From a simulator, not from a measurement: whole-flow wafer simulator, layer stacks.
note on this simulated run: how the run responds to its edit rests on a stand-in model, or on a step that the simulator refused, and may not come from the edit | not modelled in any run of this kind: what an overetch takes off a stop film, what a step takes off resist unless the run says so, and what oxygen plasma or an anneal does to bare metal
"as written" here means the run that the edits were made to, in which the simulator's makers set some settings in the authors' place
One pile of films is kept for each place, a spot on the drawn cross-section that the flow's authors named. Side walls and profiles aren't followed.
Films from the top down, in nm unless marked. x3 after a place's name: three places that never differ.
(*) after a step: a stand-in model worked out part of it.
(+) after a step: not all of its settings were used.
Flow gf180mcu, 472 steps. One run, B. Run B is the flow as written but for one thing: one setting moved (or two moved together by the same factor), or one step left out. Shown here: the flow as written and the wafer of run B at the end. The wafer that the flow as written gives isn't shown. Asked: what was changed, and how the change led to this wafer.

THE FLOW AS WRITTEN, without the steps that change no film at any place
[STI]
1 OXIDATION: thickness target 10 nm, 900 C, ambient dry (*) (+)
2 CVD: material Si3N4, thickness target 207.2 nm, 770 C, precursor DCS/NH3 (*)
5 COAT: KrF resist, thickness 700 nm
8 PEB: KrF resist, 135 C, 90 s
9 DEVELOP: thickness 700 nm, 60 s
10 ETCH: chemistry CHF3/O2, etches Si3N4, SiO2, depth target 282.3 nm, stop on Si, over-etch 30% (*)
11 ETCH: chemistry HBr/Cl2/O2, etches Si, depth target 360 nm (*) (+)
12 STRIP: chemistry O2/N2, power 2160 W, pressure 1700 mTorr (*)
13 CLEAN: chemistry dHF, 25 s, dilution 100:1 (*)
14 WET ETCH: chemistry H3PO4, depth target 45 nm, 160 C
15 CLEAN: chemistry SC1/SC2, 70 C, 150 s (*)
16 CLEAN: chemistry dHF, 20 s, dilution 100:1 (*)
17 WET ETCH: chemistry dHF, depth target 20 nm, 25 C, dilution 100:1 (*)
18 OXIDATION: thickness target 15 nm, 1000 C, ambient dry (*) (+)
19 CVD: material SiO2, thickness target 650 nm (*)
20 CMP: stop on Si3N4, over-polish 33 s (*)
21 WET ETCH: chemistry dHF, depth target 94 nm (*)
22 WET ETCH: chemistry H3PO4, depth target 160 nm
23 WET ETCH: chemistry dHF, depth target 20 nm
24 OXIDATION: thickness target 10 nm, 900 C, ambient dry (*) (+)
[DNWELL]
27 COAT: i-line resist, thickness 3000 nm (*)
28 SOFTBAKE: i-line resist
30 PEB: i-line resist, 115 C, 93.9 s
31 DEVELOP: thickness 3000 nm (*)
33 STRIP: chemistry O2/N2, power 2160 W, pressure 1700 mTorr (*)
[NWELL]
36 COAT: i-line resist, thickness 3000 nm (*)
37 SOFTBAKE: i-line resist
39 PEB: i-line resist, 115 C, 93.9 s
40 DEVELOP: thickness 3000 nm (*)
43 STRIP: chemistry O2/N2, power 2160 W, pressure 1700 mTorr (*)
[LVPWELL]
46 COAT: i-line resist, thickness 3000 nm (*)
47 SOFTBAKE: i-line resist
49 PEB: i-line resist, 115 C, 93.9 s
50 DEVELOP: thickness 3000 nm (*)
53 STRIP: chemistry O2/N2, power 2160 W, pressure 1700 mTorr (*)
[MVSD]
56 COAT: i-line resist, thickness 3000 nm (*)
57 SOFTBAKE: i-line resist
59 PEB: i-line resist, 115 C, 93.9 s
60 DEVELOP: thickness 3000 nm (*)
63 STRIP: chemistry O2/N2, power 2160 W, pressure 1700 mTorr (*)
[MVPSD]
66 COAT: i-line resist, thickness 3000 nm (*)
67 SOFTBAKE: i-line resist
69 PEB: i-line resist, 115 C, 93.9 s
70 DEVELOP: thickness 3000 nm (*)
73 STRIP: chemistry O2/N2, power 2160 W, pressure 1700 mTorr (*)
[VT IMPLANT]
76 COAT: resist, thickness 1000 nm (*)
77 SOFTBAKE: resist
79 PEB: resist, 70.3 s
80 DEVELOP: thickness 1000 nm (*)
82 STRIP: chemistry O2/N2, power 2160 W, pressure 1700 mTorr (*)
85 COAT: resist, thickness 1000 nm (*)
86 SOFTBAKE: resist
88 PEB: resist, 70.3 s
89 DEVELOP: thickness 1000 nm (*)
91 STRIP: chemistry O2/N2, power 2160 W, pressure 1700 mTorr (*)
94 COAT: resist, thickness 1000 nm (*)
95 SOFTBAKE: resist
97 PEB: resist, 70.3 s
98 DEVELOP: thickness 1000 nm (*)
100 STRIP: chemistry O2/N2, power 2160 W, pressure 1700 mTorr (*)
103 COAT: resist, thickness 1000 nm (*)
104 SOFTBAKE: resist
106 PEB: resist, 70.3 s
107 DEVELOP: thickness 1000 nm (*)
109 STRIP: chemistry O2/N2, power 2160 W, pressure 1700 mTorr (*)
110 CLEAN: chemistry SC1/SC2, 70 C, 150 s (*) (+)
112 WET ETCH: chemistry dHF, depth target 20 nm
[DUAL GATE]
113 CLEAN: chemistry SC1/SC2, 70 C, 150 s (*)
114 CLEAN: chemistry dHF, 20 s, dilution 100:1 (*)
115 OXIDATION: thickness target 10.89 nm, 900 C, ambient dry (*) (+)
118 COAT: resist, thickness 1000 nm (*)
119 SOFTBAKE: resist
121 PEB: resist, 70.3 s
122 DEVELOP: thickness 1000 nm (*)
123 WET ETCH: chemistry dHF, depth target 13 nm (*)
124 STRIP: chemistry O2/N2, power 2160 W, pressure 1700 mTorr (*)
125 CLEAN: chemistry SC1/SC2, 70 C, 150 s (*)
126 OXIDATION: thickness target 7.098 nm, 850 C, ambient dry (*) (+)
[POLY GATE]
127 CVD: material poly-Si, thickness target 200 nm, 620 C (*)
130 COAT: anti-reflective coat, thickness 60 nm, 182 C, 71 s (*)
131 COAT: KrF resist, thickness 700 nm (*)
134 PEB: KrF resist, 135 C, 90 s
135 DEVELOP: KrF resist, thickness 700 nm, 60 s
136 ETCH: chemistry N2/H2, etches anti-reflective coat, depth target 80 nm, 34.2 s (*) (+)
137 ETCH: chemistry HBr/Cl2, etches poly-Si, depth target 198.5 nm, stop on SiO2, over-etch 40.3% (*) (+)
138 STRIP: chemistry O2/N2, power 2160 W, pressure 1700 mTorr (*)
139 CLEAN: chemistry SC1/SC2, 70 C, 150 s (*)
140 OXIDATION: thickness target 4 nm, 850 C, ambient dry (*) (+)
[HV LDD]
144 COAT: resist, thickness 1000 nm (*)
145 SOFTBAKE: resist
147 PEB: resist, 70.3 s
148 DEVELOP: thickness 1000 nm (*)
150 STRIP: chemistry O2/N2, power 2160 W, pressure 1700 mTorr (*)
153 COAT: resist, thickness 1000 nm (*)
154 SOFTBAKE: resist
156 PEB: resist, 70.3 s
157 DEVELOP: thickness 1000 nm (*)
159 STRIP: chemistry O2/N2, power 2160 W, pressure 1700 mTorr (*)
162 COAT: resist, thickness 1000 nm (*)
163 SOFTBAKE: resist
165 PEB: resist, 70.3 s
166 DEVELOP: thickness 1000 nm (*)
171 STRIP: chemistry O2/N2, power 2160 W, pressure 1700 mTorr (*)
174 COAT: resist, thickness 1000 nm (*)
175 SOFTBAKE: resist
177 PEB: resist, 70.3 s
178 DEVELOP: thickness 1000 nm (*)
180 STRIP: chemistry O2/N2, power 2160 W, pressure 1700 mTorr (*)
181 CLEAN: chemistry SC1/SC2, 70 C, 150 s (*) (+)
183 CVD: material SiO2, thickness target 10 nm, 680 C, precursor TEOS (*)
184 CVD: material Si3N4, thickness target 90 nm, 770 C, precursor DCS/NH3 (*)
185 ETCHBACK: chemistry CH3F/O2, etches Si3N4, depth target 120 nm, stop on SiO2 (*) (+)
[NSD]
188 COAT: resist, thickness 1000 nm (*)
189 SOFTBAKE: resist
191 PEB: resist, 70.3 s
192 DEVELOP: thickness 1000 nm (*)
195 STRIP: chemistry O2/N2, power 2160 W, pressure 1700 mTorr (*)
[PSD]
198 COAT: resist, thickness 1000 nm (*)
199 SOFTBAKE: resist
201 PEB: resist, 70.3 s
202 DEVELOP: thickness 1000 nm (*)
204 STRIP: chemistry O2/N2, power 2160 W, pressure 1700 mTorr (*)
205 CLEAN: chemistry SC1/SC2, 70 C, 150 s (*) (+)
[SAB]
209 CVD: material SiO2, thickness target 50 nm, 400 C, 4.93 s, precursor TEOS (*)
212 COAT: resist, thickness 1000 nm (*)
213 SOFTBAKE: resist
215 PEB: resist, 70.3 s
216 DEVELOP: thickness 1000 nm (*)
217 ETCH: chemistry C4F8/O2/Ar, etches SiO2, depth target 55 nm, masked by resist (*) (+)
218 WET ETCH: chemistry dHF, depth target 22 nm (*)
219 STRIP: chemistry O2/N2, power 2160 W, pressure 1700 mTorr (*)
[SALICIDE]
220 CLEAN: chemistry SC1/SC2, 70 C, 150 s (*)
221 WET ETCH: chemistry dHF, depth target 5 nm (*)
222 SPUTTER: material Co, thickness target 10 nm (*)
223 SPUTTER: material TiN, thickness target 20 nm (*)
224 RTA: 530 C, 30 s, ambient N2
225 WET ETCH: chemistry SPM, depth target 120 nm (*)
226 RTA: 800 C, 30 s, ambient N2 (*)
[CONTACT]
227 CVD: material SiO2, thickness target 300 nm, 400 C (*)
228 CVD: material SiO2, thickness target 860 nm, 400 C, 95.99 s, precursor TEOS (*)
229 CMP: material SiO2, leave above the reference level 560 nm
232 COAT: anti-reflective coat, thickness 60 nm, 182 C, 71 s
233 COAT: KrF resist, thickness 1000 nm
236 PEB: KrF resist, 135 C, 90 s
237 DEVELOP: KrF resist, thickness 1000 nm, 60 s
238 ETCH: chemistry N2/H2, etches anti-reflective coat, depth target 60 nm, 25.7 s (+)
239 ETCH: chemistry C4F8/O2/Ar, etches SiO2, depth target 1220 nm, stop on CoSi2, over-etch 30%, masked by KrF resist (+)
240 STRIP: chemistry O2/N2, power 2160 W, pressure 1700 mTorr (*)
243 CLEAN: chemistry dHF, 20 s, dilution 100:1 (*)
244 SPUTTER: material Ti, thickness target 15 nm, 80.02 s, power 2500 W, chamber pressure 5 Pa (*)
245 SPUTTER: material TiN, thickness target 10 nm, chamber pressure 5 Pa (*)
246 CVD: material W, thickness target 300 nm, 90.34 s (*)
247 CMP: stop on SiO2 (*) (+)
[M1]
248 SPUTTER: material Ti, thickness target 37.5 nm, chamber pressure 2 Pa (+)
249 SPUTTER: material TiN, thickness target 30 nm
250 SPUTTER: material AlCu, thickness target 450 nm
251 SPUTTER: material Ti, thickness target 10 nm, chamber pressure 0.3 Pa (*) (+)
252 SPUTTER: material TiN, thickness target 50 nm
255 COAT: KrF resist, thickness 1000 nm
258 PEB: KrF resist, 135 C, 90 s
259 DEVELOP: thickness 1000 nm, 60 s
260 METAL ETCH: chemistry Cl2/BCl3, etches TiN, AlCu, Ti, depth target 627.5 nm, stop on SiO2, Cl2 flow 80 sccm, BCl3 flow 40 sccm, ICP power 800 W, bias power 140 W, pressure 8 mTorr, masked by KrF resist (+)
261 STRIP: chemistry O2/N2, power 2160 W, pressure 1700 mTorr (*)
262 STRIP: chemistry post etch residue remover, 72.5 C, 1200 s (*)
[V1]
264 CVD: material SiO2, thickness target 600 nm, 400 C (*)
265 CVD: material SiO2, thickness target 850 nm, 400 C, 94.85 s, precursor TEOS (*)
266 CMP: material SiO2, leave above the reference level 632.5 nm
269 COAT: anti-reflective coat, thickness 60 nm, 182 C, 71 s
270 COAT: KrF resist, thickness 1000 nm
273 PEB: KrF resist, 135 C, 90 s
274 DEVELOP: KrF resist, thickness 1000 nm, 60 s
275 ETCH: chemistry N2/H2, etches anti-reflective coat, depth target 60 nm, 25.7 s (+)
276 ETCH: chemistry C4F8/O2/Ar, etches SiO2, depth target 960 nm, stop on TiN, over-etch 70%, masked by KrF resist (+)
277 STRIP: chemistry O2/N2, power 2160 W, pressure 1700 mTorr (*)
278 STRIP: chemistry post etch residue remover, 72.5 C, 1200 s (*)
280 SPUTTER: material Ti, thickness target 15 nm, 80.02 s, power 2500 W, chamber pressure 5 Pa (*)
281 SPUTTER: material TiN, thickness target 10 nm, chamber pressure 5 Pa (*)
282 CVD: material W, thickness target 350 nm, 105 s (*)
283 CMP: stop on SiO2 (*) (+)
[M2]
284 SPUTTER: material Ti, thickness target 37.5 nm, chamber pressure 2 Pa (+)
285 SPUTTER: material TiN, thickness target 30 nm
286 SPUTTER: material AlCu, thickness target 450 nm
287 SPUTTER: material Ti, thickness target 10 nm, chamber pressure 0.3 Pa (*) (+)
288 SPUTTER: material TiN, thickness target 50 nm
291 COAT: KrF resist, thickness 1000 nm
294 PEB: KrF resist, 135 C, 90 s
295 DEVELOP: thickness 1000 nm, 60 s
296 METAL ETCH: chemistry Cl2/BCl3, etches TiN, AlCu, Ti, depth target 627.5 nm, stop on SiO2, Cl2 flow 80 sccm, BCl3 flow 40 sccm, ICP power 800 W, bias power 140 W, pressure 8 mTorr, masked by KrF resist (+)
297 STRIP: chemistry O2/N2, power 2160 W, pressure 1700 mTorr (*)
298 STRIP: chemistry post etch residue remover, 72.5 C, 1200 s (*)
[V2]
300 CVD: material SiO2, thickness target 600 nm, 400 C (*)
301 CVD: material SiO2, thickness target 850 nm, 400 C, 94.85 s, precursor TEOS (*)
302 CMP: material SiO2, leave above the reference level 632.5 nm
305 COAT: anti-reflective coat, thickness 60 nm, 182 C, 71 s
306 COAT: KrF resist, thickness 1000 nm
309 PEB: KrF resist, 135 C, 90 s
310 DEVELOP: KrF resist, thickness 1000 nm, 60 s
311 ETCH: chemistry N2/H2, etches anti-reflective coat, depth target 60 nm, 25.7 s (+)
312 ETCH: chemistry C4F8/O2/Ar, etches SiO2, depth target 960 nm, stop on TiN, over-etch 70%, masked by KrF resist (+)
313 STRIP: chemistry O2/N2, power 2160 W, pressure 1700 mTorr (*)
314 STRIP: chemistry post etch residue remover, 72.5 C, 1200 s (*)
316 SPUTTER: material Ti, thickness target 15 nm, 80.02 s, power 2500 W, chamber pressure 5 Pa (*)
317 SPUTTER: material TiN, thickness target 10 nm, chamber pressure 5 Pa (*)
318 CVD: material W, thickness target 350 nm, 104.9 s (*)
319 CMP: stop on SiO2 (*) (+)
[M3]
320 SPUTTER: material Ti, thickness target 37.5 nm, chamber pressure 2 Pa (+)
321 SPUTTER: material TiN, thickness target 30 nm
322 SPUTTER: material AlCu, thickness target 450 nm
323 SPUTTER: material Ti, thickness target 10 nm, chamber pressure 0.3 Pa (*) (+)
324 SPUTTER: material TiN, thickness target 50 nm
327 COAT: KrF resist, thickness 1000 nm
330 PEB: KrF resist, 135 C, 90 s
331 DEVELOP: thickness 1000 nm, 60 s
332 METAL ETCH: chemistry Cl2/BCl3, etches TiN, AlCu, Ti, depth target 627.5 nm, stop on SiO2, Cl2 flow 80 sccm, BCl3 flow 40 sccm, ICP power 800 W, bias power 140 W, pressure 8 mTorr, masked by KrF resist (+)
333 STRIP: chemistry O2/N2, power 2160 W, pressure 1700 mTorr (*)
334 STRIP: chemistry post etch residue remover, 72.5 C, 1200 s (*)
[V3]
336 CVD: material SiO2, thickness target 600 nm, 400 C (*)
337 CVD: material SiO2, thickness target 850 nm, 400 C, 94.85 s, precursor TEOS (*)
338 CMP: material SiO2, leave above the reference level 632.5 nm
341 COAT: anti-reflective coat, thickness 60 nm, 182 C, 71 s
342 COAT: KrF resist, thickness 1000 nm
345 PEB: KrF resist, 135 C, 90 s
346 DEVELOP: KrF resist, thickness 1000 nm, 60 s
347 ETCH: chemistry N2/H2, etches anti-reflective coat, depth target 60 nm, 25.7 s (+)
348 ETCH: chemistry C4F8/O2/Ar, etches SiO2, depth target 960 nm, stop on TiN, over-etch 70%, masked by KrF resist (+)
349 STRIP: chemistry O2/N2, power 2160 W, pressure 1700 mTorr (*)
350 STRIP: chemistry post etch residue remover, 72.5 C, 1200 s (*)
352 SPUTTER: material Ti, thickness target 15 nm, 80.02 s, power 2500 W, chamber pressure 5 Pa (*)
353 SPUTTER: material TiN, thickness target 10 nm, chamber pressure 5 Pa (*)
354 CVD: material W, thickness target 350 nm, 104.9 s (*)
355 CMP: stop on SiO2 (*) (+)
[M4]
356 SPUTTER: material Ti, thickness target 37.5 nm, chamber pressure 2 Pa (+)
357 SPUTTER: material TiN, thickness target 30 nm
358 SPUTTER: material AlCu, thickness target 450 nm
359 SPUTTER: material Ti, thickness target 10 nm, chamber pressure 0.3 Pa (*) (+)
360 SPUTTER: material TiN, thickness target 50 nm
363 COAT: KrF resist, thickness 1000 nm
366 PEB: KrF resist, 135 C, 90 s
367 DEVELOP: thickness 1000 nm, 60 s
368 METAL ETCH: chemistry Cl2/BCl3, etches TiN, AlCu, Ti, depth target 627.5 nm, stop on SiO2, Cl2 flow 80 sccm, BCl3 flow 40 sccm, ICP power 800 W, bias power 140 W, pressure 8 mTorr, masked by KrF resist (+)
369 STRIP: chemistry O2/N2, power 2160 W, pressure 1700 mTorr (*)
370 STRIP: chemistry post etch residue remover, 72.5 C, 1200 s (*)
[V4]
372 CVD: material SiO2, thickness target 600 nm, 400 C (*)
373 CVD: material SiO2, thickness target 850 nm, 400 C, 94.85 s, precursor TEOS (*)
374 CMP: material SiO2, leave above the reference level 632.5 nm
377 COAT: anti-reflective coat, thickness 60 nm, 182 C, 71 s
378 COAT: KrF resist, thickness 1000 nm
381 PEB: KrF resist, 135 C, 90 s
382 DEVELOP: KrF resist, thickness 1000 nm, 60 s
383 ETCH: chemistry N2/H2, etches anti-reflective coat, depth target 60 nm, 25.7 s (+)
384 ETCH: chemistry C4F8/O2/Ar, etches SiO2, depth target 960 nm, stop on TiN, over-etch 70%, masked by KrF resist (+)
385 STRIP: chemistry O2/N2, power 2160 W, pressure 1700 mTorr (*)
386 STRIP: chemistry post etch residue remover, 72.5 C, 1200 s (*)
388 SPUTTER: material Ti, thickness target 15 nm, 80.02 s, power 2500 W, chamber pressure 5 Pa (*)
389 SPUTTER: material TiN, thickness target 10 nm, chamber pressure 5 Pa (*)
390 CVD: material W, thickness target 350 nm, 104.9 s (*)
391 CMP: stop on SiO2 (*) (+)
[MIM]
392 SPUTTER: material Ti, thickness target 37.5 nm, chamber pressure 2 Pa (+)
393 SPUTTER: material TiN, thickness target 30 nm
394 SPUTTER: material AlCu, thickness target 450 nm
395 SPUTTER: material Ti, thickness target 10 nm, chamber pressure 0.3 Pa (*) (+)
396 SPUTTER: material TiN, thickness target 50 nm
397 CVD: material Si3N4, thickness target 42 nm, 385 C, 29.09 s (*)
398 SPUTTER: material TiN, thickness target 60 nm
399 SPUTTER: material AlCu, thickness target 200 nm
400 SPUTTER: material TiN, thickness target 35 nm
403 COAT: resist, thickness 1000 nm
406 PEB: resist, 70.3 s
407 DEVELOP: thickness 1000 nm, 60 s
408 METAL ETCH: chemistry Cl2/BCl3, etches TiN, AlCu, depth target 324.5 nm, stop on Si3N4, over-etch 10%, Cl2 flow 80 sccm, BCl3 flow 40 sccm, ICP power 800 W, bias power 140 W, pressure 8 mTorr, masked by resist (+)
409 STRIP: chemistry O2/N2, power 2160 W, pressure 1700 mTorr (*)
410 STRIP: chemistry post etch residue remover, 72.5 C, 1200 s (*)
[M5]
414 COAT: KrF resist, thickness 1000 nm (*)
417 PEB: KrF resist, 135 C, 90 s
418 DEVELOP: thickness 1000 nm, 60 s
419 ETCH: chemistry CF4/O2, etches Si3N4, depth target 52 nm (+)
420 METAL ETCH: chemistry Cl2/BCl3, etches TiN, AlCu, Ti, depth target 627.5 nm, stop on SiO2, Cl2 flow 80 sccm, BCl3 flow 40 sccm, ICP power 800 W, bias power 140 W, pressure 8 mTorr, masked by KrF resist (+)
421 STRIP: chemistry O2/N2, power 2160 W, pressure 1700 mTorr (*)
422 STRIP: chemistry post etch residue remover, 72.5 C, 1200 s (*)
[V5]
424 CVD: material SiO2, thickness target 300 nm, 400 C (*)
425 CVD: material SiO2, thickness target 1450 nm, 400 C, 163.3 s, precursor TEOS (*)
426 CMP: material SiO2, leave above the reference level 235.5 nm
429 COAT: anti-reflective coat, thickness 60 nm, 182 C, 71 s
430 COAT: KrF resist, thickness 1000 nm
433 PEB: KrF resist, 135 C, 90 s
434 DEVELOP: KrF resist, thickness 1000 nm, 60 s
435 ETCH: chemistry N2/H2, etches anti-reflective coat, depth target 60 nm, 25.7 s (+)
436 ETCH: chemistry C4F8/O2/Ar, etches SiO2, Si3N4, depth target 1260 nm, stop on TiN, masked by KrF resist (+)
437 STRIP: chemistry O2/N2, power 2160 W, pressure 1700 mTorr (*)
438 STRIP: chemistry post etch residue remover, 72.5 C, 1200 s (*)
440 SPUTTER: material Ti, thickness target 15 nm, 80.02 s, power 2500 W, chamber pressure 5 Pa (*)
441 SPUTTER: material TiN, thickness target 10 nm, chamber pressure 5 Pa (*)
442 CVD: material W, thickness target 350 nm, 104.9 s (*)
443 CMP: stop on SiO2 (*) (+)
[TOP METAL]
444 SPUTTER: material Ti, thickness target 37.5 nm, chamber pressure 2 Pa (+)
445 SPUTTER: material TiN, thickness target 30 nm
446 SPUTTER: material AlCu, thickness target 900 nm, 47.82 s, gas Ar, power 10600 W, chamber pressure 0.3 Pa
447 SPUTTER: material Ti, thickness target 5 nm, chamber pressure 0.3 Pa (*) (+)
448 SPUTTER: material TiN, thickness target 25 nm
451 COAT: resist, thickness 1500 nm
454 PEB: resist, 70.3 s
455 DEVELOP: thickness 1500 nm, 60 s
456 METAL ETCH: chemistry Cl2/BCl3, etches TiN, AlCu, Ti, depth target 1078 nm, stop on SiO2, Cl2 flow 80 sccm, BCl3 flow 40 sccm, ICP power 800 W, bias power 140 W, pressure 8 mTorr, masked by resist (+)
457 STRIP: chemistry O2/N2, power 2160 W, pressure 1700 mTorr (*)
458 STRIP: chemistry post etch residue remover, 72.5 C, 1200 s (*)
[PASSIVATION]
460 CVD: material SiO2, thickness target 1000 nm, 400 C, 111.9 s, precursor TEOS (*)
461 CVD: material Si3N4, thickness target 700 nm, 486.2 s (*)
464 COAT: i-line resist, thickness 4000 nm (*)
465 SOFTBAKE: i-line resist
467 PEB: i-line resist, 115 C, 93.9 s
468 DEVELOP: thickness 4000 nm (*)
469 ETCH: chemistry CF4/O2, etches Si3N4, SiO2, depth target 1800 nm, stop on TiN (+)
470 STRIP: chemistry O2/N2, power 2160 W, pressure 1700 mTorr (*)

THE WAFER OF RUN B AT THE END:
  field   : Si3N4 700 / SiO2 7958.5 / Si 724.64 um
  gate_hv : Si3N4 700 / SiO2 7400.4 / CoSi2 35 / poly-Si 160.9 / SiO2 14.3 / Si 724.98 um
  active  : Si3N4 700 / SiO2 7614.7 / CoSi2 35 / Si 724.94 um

The cause: step 374, CMP: leave above the reference level 363.7 nm was run, where the flow has leave above the reference level 632.5 nm.

How the change led to this, step by step:
  374 CMP: material SiO2, leave above the reference level 632.5 nm
      field, field__w1, field__w2 and 103 more: SiO2 -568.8 (as written it would be: SiO2 -300)
      field__w8, contact, m1, m1__w1, m1_nw: SiO2 -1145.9 (as written it would be: SiO2 -877.1)
  384 ETCH: chemistry C4F8/O2/Ar, etches SiO2, depth target 960 nm, stop on TiN, over-etch 70%, masked by KrF resist (+)
      field, field__w1, field__w2 and 107 more: KrF resist -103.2 (as written it would be: KrF resist -192)
      contact: SiO2 -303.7 (all of it) (as written it would be: SiO2 -572.5 (all of it))
  385 STRIP: chemistry O2/N2, power 2160 W, pressure 1700 mTorr (*)
      field, field__w1, field__w2 and 107 more: KrF resist -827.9 (all of it), anti-reflective coat -60 (all of it) (as written it would be: KrF resist -739.2 (all of it), anti-reflective coat -60 (all of it))
  388 SPUTTER: material Ti, thickness target 15 nm, 80.02 s, power 2500 W, chamber pressure 5 Pa (*)
      contact: Ti +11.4 (new film) (as written it would be: Ti +9.65 (new film))
  389 SPUTTER: material TiN, thickness target 10 nm, chamber pressure 5 Pa (*)
      contact: TiN +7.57 (new film) (as written it would be: TiN +6.4 (new film))
  390 CVD: material W, thickness target 350 nm, 104.9 s (*)
      contact: W +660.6 (new film) (as written it would be: W +932.3 (new film))
